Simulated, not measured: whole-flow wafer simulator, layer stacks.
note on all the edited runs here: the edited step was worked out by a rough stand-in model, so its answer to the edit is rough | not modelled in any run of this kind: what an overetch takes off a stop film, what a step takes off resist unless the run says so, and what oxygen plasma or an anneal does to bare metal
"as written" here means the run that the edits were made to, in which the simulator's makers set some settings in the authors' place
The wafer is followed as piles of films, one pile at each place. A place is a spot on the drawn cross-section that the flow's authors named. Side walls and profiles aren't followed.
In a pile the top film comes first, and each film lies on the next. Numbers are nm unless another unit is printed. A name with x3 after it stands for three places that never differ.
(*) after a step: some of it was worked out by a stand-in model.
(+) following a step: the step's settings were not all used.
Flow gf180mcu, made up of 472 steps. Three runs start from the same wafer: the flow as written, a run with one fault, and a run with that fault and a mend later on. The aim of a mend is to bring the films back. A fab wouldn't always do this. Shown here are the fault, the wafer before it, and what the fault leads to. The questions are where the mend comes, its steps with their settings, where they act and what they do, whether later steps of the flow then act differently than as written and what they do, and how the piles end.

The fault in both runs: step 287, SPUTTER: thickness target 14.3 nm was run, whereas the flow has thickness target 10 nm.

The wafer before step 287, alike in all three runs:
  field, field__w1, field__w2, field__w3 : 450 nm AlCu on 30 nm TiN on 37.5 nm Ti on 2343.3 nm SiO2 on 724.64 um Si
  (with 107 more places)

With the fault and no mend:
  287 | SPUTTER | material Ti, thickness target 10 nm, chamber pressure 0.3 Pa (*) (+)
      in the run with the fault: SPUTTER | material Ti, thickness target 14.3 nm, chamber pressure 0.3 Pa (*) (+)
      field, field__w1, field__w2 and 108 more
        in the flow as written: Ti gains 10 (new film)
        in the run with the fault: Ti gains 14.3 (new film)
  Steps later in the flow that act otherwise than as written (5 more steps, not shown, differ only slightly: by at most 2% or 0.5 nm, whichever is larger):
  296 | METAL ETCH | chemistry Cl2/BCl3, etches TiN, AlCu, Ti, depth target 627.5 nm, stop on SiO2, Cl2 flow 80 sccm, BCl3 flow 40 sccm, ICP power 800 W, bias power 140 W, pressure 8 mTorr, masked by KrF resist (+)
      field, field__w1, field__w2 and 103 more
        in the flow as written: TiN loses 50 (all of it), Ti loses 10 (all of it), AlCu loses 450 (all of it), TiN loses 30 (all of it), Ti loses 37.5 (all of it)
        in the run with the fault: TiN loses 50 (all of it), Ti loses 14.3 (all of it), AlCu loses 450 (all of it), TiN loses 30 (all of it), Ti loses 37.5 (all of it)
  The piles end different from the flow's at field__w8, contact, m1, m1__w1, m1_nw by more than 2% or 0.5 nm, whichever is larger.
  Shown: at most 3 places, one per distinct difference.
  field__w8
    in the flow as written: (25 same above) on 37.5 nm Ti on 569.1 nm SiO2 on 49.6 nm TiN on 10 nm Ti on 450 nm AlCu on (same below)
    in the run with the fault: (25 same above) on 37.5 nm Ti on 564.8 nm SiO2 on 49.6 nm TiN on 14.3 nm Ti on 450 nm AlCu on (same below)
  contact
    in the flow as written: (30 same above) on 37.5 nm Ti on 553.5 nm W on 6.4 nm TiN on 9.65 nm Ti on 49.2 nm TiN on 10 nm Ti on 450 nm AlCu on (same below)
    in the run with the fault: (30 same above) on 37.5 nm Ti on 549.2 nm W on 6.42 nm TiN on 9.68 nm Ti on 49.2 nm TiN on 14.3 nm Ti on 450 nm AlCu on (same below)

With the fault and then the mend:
  The mend stands after step 287.
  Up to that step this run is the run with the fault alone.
  287a | METAL ETCH | chemistry Cl2/BCl3, etches TiN, AlCu, Ti, depth target 4.3 nm, Cl2 flow 80 sccm, BCl3 flow 40 sccm, ICP power 800 W, bias power 140 W, pressure 8 mTorr (the flow's step 260 again, with other settings)
      field, field__w1, field__w2 and 108 more
        Ti loses 4.3
  None of the later steps of the flow acts differently than as written at any place that is followed.
  By the end, the piles equal the flow's at every place that both follow.
